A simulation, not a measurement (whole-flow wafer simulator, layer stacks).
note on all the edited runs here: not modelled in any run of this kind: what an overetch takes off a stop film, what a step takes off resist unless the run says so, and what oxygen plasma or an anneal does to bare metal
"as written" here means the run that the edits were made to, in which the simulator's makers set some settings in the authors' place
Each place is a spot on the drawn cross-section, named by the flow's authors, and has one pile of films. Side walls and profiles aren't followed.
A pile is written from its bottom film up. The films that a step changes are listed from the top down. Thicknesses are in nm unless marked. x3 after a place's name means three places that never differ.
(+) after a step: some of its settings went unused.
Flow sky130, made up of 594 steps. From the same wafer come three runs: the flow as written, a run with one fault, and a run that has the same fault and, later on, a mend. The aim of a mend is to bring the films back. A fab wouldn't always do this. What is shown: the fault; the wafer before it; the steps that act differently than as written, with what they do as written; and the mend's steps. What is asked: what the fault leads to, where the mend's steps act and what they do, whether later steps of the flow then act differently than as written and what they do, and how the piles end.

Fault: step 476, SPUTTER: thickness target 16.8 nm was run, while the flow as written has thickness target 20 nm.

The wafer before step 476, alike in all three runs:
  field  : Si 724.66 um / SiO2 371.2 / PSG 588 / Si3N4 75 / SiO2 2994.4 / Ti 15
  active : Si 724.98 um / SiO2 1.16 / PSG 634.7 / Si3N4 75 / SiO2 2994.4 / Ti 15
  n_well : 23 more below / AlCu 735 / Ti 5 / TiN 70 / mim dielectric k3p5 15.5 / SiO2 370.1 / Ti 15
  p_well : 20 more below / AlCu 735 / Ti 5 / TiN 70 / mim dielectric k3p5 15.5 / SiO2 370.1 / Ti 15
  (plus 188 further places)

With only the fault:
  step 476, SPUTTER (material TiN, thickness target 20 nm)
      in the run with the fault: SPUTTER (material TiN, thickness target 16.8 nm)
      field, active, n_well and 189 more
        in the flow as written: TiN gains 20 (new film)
        in the run with the fault: TiN gains 16.8 (new film)
  Steps later in the flow that act otherwise than as written (9 more steps, not shown, differ only slightly: by at most 2% or 0.5 nm, whichever is larger):
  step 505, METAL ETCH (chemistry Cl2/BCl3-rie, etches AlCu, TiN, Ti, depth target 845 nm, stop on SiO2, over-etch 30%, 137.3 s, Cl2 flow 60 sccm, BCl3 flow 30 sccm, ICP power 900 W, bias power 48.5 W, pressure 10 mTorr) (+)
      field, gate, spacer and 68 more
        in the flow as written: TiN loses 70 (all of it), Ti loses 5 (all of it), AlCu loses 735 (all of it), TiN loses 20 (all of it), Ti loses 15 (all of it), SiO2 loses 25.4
        in the run with the fault: TiN loses 70 (all of it), Ti loses 5 (all of it), AlCu loses 735 (all of it), TiN loses 16.8 (all of it), Ti loses 15 (all of it), SiO2 loses 25.7
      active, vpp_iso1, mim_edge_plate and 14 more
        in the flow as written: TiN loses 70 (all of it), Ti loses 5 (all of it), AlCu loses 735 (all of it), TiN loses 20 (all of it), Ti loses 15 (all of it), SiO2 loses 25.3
        in the run with the fault: TiN loses 70 (all of it), Ti loses 5 (all of it), AlCu loses 735 (all of it), TiN loses 16.8 (all of it), Ti loses 15 (all of it), SiO2 loses 25.7
  By the end, the piles at n_well, p_well, gate_hv and 102 more depart from the flow's by more than 2% or 0.5 nm, whichever is larger.
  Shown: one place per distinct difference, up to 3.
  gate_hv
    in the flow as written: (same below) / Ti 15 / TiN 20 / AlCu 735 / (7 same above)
    in the run with the fault: (same below) / Ti 15 / TiN 16.8 / AlCu 735 / (7 same above)
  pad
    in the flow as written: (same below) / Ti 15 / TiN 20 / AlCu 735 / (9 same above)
    in the run with the fault: (same below) / Ti 15 / TiN 16.8 / AlCu 735 / (9 same above)
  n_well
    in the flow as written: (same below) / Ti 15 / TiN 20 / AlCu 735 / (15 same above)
    in the run with the fault: (same below) / Ti 15 / TiN 16.8 / AlCu 735 / (15 same above)

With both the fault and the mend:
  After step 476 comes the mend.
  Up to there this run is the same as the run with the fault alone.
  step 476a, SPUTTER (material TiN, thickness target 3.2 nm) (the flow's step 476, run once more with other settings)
      field, active, n_well and 189 more
        TiN gains 3.2
  None of the later steps of the flow acts differently than as written at any place that is followed.
  By the end, the piles equal the flow's at every place that both follow.
